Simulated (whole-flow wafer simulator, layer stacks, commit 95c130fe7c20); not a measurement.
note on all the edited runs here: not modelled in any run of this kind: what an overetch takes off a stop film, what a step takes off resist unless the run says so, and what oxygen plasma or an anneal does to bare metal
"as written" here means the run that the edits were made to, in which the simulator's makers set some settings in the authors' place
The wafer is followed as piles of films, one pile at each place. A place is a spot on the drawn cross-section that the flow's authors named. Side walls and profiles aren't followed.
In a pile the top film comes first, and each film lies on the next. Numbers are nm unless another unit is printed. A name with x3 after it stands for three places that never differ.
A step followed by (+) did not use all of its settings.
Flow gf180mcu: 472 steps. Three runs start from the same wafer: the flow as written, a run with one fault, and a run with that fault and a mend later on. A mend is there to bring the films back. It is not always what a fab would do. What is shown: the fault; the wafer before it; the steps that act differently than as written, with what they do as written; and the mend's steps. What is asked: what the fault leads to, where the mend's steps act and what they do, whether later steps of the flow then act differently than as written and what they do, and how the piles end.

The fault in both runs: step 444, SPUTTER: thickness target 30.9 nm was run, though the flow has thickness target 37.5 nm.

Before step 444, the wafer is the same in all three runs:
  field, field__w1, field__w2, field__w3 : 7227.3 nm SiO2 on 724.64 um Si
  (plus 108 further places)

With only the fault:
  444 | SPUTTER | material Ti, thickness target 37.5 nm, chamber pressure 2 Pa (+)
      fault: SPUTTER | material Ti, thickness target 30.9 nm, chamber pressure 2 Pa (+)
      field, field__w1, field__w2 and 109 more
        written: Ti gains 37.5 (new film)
        fault: Ti gains 30.9 (new film)
  Steps further on in the flow that do not act as written (5 more steps, not shown, differ only slightly: by at most 2% or 0.5 nm, whichever is larger):
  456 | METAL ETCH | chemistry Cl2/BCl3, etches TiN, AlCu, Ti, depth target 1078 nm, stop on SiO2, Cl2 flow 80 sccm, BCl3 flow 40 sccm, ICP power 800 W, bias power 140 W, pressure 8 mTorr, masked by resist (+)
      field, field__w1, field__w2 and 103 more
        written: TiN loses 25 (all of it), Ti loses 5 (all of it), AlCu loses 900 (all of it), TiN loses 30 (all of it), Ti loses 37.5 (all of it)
        fault: TiN loses 25 (all of it), Ti loses 5 (all of it), AlCu loses 900 (all of it), TiN loses 30 (all of it), Ti loses 30.9 (all of it)
  The piles end different from the flow's at field__w8, contact, m1, m1__w1, pad, m1_nw by more than 2% or 0.5 nm, whichever is larger.
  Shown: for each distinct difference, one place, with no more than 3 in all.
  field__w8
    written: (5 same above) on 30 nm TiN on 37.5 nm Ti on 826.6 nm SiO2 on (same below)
    fault: (5 same above) on 30 nm TiN on 30.9 nm Ti on 826.6 nm SiO2 on (same below)
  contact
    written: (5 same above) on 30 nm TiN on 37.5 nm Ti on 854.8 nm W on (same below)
    fault: (5 same above) on 30 nm TiN on 30.9 nm Ti on 854.8 nm W on (same below)
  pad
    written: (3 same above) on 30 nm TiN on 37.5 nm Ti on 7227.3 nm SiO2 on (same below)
    fault: (3 same above) on 30 nm TiN on 30.9 nm Ti on 7227.3 nm SiO2 on (same below)

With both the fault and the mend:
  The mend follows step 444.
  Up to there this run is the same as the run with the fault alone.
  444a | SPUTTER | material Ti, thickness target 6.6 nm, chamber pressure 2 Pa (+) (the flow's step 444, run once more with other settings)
      field, field__w1, field__w2 and 109 more
        Ti gains 6.6
  None of the later steps of the flow acts differently than as written at any place that is followed.
  By the end, the piles equal the flow's at every place that both follow.
